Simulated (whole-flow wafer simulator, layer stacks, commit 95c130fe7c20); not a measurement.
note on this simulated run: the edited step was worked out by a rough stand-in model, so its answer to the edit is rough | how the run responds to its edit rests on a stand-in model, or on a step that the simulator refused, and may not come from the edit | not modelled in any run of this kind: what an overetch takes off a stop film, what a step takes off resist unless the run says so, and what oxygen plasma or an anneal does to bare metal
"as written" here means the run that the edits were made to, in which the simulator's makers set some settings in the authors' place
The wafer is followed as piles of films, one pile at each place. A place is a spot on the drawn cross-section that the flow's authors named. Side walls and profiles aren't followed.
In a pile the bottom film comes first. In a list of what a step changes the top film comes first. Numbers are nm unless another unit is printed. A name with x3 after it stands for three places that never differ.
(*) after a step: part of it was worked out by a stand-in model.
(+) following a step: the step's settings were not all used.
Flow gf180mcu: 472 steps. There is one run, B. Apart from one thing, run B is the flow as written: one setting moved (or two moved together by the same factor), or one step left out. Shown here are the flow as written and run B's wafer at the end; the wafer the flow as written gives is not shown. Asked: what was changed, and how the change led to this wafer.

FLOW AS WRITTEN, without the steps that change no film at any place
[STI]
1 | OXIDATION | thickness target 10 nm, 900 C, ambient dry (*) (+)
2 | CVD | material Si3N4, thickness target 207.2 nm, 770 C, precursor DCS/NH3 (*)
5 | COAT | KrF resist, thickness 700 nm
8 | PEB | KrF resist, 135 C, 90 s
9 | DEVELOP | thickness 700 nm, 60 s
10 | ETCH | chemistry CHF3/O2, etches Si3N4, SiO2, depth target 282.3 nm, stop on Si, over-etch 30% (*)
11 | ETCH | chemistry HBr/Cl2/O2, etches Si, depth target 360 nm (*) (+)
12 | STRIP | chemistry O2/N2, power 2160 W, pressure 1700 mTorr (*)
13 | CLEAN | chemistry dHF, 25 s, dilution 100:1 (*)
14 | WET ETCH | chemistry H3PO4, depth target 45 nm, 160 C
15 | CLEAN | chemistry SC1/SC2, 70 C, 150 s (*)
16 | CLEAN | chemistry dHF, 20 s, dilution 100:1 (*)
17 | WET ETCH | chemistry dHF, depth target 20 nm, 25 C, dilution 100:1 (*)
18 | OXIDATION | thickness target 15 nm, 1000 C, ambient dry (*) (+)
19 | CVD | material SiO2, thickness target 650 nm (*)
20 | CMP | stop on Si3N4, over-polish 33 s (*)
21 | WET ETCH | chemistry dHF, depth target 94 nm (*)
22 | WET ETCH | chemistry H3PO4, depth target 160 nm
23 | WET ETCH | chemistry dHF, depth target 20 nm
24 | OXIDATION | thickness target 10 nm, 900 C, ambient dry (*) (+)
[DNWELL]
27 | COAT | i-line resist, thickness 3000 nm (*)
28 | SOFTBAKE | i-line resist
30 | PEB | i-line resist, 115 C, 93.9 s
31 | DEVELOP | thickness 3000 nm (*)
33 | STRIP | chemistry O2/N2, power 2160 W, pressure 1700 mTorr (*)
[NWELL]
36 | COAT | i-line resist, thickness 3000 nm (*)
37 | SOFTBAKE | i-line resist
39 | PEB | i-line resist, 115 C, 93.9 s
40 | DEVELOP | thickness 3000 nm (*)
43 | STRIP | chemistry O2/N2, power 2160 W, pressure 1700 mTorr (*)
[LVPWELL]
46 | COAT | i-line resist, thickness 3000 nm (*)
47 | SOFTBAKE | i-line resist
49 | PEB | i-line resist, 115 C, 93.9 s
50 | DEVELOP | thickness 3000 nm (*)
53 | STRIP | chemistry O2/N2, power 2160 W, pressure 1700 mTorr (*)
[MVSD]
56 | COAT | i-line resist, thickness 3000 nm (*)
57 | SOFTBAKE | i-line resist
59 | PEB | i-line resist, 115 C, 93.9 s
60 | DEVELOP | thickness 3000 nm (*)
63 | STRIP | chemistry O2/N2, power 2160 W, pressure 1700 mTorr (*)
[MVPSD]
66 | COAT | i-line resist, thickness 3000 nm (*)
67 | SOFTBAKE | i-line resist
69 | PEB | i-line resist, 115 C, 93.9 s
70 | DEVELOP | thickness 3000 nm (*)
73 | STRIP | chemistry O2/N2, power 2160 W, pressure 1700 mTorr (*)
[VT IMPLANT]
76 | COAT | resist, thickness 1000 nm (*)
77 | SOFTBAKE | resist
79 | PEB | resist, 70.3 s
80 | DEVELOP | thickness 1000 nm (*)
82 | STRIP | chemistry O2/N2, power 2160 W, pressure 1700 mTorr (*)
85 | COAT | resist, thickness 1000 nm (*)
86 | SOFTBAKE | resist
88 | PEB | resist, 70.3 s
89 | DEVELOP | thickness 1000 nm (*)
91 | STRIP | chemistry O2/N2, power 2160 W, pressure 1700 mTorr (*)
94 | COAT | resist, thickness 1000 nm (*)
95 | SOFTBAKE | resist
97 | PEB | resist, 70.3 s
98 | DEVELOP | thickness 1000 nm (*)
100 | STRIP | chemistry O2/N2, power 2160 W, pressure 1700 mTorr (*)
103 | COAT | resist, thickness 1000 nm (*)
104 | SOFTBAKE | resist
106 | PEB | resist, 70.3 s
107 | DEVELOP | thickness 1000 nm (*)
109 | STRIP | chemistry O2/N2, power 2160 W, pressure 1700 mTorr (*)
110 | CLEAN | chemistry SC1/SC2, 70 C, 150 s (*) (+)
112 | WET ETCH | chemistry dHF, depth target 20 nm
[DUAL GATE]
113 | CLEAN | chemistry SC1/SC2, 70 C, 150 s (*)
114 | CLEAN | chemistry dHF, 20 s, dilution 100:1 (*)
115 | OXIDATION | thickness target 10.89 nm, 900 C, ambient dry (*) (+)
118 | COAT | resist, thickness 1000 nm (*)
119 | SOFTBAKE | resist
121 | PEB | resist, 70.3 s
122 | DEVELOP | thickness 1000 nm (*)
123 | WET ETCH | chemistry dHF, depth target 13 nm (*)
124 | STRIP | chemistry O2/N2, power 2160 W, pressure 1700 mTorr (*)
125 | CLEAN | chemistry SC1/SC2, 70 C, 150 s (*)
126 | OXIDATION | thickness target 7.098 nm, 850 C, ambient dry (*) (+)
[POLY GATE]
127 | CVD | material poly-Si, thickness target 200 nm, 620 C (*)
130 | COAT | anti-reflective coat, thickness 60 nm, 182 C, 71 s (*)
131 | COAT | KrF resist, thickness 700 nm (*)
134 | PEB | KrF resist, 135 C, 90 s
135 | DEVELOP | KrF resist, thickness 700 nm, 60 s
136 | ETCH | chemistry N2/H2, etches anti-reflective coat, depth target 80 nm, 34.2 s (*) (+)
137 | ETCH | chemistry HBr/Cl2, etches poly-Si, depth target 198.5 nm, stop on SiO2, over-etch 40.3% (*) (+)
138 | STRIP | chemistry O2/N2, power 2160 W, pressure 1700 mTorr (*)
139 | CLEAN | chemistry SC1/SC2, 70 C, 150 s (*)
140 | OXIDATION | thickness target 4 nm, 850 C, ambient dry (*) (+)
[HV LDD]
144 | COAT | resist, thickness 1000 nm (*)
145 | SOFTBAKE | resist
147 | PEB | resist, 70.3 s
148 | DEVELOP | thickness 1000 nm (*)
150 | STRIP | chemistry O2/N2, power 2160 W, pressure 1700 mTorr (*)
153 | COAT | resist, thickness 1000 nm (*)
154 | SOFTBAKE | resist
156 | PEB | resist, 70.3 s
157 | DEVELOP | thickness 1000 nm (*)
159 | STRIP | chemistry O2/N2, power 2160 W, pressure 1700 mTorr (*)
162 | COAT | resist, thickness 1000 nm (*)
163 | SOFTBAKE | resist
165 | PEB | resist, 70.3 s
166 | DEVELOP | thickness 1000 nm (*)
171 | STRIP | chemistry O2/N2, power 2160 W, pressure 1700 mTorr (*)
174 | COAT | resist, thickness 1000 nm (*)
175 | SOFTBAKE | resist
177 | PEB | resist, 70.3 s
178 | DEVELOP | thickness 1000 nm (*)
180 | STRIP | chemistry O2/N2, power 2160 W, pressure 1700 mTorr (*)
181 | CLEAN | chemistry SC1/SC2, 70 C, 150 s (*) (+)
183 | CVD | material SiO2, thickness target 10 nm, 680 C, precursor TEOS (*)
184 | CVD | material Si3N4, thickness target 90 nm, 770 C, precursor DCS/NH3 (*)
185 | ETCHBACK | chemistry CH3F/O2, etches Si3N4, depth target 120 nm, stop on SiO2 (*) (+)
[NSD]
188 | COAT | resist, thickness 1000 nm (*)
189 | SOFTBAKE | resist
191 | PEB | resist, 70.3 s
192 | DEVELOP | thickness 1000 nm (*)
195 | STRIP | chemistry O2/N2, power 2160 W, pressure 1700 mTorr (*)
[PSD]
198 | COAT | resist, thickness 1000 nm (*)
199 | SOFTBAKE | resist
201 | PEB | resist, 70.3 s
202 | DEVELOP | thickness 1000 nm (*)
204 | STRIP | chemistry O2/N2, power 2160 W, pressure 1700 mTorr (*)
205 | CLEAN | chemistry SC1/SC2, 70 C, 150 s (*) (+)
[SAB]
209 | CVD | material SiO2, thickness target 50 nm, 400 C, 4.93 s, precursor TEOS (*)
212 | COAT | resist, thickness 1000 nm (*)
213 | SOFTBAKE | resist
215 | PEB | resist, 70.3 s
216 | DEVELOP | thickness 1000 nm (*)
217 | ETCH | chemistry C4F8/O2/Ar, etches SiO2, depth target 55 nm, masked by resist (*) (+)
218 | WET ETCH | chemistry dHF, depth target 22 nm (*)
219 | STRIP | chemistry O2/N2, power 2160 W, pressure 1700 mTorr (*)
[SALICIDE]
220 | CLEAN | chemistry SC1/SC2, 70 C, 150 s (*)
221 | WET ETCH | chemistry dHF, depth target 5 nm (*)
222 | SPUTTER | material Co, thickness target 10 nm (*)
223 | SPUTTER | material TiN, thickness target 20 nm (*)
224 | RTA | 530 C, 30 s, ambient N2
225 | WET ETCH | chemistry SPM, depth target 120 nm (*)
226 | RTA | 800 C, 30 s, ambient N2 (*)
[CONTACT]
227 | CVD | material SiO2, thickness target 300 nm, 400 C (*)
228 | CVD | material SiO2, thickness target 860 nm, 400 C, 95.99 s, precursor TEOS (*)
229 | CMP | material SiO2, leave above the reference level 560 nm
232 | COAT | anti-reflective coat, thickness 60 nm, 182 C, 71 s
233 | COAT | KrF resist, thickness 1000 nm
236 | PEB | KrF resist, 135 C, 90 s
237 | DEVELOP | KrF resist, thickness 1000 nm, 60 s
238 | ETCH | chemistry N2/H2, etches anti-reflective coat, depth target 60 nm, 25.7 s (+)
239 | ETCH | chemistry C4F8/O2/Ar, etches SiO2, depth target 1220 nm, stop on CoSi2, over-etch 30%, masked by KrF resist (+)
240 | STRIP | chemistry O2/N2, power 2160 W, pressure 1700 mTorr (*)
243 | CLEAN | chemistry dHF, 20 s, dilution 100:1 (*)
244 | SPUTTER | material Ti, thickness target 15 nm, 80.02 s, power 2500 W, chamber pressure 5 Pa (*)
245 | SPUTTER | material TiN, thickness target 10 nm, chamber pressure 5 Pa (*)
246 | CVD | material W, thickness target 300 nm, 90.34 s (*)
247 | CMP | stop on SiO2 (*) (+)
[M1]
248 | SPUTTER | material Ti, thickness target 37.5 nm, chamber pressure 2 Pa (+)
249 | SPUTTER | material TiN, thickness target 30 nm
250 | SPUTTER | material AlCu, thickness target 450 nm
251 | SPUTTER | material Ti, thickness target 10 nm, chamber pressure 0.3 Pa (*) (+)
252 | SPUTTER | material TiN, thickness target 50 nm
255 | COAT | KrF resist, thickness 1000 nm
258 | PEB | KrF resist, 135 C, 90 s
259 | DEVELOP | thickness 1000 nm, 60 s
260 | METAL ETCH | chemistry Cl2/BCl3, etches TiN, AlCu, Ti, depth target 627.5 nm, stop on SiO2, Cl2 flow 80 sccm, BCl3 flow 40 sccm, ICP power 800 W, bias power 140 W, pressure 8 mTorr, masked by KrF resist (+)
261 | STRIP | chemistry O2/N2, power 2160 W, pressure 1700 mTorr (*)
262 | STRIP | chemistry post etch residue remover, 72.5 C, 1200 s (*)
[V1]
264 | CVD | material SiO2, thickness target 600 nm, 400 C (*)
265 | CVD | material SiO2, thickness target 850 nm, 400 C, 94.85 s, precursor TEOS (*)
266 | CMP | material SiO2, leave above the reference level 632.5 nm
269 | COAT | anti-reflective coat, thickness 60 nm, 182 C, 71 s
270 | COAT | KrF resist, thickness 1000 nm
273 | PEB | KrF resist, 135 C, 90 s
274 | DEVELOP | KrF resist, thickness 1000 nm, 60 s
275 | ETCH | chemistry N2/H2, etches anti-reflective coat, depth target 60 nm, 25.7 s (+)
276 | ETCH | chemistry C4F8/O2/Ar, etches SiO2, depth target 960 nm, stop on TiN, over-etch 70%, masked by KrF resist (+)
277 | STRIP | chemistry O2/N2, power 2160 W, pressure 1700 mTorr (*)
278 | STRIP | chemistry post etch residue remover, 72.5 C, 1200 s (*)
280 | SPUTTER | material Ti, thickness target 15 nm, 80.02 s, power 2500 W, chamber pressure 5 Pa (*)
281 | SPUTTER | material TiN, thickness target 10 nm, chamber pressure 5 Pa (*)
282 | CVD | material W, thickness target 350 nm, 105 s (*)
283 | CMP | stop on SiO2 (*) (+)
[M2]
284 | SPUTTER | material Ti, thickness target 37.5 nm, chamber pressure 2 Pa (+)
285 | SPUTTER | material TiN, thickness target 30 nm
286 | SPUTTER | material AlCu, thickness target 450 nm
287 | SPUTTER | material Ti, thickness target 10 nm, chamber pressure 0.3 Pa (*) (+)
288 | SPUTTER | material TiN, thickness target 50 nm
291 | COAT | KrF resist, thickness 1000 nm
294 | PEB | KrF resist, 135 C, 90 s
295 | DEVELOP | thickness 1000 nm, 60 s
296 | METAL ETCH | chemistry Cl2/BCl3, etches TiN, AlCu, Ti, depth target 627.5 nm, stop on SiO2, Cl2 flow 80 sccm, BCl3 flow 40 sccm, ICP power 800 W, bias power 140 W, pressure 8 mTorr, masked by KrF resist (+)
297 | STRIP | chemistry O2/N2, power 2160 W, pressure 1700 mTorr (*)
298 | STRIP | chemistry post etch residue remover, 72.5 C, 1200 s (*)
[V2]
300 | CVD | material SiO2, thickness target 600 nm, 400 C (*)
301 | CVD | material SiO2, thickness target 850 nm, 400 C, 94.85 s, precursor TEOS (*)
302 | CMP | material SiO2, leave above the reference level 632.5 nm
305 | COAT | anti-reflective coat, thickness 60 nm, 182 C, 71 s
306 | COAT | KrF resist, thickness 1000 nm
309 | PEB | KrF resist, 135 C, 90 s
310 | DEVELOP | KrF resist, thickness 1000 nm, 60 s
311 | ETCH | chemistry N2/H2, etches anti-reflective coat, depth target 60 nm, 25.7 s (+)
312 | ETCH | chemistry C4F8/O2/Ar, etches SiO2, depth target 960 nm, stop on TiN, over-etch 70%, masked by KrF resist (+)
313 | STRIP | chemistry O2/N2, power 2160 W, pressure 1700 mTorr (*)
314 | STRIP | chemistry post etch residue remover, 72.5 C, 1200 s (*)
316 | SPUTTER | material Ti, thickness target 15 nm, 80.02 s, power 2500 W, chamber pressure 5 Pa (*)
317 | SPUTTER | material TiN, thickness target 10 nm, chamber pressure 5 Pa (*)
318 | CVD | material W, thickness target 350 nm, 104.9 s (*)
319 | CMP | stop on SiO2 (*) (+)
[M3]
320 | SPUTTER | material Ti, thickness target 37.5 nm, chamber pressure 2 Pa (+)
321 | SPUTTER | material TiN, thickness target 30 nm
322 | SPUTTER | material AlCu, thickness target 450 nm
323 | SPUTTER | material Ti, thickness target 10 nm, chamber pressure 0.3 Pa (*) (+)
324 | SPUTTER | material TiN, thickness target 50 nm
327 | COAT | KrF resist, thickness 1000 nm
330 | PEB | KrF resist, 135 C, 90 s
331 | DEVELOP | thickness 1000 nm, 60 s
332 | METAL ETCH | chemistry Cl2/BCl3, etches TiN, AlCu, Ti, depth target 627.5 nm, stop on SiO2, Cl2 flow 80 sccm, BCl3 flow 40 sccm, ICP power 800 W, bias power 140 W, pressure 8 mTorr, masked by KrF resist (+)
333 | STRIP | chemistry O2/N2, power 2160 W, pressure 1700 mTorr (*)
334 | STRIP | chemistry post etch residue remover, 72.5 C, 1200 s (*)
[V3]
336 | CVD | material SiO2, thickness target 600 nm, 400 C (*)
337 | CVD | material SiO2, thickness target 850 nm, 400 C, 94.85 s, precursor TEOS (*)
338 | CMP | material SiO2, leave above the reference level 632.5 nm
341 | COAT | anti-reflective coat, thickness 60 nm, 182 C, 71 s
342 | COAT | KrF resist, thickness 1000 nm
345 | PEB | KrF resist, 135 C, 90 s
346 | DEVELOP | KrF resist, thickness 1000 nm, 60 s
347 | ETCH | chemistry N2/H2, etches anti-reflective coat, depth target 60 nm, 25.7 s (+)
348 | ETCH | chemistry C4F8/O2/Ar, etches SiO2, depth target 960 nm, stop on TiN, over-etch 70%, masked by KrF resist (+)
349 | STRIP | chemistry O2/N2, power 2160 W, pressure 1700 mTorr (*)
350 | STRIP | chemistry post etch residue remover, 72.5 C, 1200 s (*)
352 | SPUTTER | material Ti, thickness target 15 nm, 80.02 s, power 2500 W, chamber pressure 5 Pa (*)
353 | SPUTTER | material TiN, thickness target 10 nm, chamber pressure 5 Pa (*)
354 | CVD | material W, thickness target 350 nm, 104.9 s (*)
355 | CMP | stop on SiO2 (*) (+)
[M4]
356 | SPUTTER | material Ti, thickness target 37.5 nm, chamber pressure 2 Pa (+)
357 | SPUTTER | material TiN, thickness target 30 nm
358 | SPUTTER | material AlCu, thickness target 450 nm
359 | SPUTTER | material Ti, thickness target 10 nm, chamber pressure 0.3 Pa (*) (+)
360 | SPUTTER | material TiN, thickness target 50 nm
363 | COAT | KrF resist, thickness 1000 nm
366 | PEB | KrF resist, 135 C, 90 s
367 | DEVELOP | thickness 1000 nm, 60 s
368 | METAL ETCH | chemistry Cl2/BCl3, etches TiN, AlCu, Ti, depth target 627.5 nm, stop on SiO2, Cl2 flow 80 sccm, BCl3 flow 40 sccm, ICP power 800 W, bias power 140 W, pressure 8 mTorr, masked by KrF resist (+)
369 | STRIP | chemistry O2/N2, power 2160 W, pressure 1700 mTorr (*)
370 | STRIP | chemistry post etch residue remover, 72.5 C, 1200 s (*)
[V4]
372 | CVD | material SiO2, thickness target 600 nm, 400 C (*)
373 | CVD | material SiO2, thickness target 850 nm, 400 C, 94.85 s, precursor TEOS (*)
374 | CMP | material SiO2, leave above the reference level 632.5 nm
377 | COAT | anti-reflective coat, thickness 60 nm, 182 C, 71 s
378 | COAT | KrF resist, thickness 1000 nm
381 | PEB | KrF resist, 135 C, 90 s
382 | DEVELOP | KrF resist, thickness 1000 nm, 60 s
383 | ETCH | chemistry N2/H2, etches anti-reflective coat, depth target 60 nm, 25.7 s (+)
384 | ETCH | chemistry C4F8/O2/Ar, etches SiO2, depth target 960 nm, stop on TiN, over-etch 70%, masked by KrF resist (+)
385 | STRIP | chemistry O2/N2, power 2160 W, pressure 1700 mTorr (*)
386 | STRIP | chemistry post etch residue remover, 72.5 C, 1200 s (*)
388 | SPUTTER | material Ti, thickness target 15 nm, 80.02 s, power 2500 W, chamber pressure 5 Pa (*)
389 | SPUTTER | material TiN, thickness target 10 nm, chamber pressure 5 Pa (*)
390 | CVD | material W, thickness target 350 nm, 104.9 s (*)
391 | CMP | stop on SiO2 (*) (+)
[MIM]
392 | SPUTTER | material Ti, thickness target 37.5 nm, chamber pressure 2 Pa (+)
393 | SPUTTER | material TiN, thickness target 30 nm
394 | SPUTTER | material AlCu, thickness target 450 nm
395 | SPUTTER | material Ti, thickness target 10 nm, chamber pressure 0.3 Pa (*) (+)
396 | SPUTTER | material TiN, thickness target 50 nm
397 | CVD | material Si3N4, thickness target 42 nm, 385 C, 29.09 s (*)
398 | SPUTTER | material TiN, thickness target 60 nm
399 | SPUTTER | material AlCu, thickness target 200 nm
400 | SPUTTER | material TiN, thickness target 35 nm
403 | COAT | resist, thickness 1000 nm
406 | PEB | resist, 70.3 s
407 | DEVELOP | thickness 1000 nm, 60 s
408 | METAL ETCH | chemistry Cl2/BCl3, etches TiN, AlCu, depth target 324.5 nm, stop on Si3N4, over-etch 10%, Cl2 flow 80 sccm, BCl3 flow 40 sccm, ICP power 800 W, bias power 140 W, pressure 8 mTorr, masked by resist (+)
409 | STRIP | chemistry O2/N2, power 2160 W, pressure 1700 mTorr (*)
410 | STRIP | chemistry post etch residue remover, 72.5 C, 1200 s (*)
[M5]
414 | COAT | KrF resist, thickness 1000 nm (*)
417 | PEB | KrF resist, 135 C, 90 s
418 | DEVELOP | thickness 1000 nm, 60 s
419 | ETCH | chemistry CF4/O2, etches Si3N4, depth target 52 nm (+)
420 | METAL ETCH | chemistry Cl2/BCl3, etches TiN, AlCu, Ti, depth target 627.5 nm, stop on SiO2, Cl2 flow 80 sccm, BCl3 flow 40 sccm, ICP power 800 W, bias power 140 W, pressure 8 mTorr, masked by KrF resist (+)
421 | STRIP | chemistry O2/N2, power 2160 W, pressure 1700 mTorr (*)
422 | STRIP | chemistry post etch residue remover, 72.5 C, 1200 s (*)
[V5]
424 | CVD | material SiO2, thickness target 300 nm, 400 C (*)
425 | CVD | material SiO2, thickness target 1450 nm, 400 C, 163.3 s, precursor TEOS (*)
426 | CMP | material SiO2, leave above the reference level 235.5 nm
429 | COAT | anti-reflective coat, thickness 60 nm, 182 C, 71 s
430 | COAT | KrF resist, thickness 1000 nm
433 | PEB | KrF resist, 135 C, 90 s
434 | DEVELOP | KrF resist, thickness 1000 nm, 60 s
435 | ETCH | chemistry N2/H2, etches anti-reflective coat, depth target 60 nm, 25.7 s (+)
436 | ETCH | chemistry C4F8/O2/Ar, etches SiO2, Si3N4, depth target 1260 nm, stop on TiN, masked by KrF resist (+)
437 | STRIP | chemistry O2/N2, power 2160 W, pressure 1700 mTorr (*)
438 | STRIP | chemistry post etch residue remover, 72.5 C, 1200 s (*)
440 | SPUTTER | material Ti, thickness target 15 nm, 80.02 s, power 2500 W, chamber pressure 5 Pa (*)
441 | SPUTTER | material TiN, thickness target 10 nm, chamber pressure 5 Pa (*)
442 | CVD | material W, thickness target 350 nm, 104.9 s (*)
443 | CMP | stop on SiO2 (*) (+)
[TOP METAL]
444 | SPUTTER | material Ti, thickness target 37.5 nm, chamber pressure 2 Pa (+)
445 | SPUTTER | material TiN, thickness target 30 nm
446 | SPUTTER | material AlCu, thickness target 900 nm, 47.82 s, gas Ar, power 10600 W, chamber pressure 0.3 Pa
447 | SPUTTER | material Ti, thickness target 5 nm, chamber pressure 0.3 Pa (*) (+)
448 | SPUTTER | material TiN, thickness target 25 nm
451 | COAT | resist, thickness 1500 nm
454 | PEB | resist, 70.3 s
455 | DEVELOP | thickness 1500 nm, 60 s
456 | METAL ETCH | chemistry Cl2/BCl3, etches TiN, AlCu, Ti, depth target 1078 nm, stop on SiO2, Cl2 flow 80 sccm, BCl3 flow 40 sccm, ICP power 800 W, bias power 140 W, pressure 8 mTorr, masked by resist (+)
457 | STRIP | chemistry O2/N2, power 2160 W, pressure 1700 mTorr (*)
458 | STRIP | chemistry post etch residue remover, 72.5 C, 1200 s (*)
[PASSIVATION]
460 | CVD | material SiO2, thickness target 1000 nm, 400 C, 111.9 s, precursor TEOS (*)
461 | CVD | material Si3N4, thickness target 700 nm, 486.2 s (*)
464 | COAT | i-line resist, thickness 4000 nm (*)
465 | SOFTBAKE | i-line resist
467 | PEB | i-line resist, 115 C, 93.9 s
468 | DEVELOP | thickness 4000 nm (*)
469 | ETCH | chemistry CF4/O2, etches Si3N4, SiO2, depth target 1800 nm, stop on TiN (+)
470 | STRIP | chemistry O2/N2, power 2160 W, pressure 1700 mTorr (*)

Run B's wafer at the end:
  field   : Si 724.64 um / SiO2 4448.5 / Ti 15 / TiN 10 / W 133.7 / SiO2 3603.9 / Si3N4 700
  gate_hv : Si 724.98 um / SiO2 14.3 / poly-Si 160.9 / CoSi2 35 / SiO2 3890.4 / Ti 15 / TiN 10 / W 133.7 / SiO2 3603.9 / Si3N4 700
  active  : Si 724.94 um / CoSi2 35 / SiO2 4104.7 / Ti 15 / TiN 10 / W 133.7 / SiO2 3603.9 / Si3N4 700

What caused this: step 337, CVD: thickness target 348 nm was run, whereas the flow has thickness target 850 nm; step 337, CVD: 38.89 s was run, where the flow has 94.85 s.

The path from the change to this, step by step:
  337 | CVD | material SiO2, thickness target 850 nm, 400 C, 94.85 s, precursor TEOS (*)
      field, field__w1, field__w2 and 108 more: +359 SiO2 (it would be, as written: +850 SiO2)
  338 | CMP | material SiO2, leave above the reference level 632.5 nm
      field, field__w1, field__w2 and 103 more: nothing (it would be, as written: -300 SiO2)
      field__w8, contact, m1, m1__w1, m1_nw: -386.1 SiO2 (it would be, as written: -877.1 SiO2)
  341 | COAT | anti-reflective coat, thickness 60 nm, 182 C, 71 s
      active, p_well, sti, spacer, sd_n, mim_1p0, pad, dice_street: +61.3 anti-reflective coat (new film) (it would be, as written: +60 anti-reflective coat (new film))
      field: +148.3 anti-reflective coat (new film) (it would be, as written: +60 anti-reflective coat (new film))
      (also at 22 further places)
  342 | COAT | KrF resist, thickness 1000 nm
      field: +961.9 KrF resist (new film) (it would be, as written: +1000 KrF resist (new film))
      field__w1: +971.6 KrF resist (new film) (it would be, as written: +1000 KrF resist (new film))
      (also at 14 further places)
  345 | PEB | KrF resist, 135 C, 90 s
      n_well: -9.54 KrF resist (it would be, as written: -10.5 KrF resist)
      contact: -8.91 KrF resist (it would be, as written: -10.5 KrF resist)
      (also at 9 further places)
  346 | DEVELOP | KrF resist, thickness 1000 nm, 60 s
      contact: -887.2 KrF resist (all of it) (it would be, as written: -989.5 KrF resist (all of it))
  347 | ETCH | chemistry N2/H2, etches anti-reflective coat, depth target 60 nm, 25.7 s (+)
      contact: -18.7 anti-reflective coat (all of it), -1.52 SiO2 (it would be, as written: -60 anti-reflective coat (all of it), -0.46 SiO2)
  349 | STRIP | chemistry O2/N2, power 2160 W, pressure 1700 mTorr (*)
      p_well, sti, spacer, sd_n, mim_1p0, pad, dice_street: -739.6 KrF resist (all of it), -61.3 anti-reflective coat (all of it) (it would be, as written: -739.2 KrF resist (all of it), -60 anti-reflective coat (all of it))
      field: -701.5 KrF resist (all of it), -148.3 anti-reflective coat (all of it) (it would be, as written: -739.2 KrF resist (all of it), -60 anti-reflective coat (all of it))
      (also at 22 further places)
  352 | SPUTTER | material Ti, thickness target 15 nm, 80.02 s, power 2500 W, chamber pressure 5 Pa (*)
      contact: +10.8 Ti (new film) (it would be, as written: +9.65 Ti (new film))
  353 | SPUTTER | material TiN, thickness target 10 nm, chamber pressure 5 Pa (*)
      contact: +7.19 TiN (new film) (it would be, as written: +6.4 TiN (new film))
  354 | CVD | material W, thickness target 350 nm, 104.9 s (*)
      contact: +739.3 W (new film) (it would be, as written: +932.3 W (new film))
  355 | CMP | stop on SiO2 (*) (+)
      field, field__w1, field__w2 and 103 more: -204 W (it would be, as written: -350 W (all of it), -10 TiN (all of it), -15 Ti (all of it), -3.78 SiO2)
      field__w8, m1, m1__w1, m1_nw: -350 W (all of it), -10 TiN (all of it), -15 Ti (all of it), -20 SiO2 (it would be, as written: -350 W (all of it), -10 TiN (all of it), -15 Ti (all of it), -3.78 SiO2)
      (also at 1 further place)
  368 | METAL ETCH | chemistry Cl2/BCl3, etches TiN, AlCu, Ti, depth target 627.5 nm, stop on SiO2, Cl2 flow 80 sccm, BCl3 flow 40 sccm, ICP power 800 W, bias power 140 W, pressure 8 mTorr, masked by KrF resist (+)
      field, field__w1, field__w2 and 103 more: -50 TiN (all of it), -10 Ti (all of it), -450 AlCu (all of it), -30 TiN (all of it), -37.5 Ti (all of it), -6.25 W (it would be, as written: -50 TiN (all of it), -10 Ti (all of it), -450 AlCu (all of it), -30 TiN (all of it), -37.5 Ti (all of it))
  370 | STRIP | chemistry post etch residue remover, 72.5 C, 1200 s (*)
      field, field__w1, field__w2 and 103 more: -6.01 W (it would be, as written: nothing)
  372 | CVD | material SiO2, thickness target 600 nm, 400 C (*)
      field, field__w1, field__w2 and 103 more: +600 SiO2 (new film) (it would be, as written: +600 SiO2)
  374 | CMP | material SiO2, leave above the reference level 632.5 nm
      field, field__w1, field__w2 and 103 more: -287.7 SiO2 (it would be, as written: -300 SiO2)
With metal films that touch counted as one body, field has 1 body; the flow as written gives 0 bodies.
With metal films that touch counted as one body, gate_hv has 2 bodies (between them, from the top down: SiO2 3890.4); the flow as written gives 1 body.
With metal films that touch counted as one body, active has 2 bodies (between them, from the top down: SiO2 4104.7); the flow as written gives 1 body.
